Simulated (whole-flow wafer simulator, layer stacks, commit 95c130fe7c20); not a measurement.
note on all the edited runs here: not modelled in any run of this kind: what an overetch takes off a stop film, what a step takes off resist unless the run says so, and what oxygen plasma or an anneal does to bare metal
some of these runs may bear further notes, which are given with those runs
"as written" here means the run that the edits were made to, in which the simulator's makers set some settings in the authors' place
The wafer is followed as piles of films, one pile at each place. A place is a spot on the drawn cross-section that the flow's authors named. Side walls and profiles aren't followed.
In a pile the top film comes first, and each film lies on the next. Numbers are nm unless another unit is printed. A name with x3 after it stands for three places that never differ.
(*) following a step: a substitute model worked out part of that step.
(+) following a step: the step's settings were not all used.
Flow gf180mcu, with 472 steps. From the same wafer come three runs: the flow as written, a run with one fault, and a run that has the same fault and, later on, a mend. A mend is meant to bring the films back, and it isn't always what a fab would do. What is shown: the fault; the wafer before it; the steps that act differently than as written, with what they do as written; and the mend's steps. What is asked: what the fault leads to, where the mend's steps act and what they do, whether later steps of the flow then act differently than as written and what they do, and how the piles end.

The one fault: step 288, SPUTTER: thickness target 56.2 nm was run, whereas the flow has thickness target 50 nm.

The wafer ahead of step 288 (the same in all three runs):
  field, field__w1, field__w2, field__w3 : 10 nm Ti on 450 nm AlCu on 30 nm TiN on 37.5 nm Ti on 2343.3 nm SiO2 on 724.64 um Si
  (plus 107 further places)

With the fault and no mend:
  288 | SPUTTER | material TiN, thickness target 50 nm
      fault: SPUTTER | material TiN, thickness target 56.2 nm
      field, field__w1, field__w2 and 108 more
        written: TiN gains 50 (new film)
        fault: TiN gains 56.2 (new film)
  Steps further on in the flow that do not act as written (not shown: 5 more steps that differ only slightly, by at most 2% or 0.5 nm, whichever is larger):
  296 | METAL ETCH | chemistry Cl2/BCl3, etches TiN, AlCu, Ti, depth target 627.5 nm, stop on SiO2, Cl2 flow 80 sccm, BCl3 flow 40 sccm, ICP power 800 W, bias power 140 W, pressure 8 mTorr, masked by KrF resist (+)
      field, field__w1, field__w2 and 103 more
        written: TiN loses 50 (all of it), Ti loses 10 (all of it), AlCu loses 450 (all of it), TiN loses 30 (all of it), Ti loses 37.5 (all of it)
        fault: TiN loses 56.2 (all of it), Ti loses 10 (all of it), AlCu loses 450 (all of it), TiN loses 30 (all of it), Ti loses 37.5 (all of it)
  By the end, the piles at field__w8, contact, m1, m1__w1, m1_nw depart from the flow's by more than 2% or 0.5 nm, whichever is larger.
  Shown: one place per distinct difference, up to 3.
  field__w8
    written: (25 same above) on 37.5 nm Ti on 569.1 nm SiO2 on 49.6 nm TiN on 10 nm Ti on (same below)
    fault: (25 same above) on 37.5 nm Ti on 562.9 nm SiO2 on 55.8 nm TiN on 10 nm Ti on (same below)
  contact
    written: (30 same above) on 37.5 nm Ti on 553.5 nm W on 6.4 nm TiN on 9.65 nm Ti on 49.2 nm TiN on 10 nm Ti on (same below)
    fault: (30 same above) on 37.5 nm Ti on 547.2 nm W on 6.43 nm TiN on 9.69 nm Ti on 55.4 nm TiN on 10 nm Ti on (same below)

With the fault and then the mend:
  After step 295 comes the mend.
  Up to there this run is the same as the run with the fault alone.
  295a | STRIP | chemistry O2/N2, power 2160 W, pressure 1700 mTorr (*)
      field__w8, contact, m1, m1__w1, m1_nw
        KrF resist loses 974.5 (all of it)
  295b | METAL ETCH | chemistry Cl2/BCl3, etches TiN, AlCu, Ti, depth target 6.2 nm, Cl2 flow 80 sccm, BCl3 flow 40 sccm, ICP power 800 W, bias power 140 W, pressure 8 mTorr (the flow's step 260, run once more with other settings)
      field, field__w1, field__w2 and 108 more
        TiN loses 6.2
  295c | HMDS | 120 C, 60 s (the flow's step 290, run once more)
      does not change any film at any place that is followed
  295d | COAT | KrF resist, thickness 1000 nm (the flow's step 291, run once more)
      field, field__w1, field__w2 and 108 more
        KrF resist gains 1000 (new film)
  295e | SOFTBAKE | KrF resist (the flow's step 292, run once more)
      does not change any film at any place that is followed
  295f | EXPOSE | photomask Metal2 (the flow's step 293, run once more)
      does not change any film at any place that is followed
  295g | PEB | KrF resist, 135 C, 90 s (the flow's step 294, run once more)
      field, field__w1, field__w2 and 108 more
        KrF resist loses 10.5
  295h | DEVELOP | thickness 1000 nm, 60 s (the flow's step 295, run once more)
      field, field__w1, field__w2 and 103 more
        KrF resist loses 989.5 (all of it)
      field__w8, contact, m1, m1__w1, m1_nw
        KrF resist loses 14.9
  None of the later steps of the flow acts differently than as written at any place that is followed.
  The piles end the same as the flow's at every place that both follow.
